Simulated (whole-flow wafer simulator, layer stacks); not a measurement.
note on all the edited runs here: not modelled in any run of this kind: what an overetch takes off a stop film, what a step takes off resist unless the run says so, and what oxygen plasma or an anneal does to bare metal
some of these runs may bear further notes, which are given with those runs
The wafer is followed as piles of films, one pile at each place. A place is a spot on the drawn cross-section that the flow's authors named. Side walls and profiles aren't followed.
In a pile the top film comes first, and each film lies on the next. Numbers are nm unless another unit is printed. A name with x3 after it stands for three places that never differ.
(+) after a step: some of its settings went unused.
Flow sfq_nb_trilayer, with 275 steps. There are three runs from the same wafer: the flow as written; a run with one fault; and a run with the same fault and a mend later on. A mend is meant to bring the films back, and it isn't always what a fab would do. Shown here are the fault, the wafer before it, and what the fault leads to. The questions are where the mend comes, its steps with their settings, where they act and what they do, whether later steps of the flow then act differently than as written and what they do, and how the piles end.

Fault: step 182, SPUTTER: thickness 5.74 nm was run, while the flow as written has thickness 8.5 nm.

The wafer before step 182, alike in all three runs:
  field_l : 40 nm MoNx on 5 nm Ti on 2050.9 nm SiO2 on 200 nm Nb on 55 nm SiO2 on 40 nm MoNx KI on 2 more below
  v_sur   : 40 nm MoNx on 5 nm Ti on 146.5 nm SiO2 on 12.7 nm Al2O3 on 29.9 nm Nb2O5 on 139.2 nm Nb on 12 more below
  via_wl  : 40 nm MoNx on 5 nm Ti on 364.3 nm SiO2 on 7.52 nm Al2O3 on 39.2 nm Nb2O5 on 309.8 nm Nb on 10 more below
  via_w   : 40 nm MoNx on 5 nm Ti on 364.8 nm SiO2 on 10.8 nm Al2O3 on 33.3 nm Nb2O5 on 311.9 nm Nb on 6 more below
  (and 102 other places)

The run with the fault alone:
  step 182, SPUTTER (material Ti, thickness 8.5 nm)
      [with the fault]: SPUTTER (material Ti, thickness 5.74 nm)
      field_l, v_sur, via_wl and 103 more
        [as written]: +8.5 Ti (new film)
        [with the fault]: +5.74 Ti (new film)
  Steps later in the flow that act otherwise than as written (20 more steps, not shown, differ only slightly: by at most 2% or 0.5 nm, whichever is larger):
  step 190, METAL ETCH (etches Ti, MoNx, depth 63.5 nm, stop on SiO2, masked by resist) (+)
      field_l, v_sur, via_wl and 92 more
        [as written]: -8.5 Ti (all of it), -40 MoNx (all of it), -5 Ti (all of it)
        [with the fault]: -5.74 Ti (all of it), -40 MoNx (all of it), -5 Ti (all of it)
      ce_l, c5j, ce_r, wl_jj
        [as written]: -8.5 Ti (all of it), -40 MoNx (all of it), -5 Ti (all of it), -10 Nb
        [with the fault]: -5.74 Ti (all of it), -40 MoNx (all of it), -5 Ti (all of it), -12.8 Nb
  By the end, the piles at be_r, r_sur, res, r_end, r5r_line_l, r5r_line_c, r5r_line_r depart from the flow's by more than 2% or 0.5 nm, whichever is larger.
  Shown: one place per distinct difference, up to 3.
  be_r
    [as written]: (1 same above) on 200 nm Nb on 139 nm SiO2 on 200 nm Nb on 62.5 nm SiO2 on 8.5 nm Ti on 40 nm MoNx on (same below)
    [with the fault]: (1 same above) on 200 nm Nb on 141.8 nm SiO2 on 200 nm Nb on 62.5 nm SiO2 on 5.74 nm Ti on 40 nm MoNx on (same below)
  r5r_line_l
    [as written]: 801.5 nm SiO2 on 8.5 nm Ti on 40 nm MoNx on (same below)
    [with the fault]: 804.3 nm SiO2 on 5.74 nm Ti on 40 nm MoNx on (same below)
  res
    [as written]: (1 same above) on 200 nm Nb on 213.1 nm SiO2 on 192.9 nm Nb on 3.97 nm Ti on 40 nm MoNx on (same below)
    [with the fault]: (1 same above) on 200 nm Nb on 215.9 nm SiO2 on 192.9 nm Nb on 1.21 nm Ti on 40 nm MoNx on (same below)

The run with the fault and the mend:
  The mend stands after step 182.
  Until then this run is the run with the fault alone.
  step 182a, SPUTTER (material Ti, thickness 2.76 nm) (the flow's step 182, run once more with other settings)
      field_l, v_sur, via_wl and 103 more
        +2.76 Ti
  None of the later steps of the flow acts differently than as written at any place that is followed.
  By the end, the piles equal the flow's at every place that both follow.
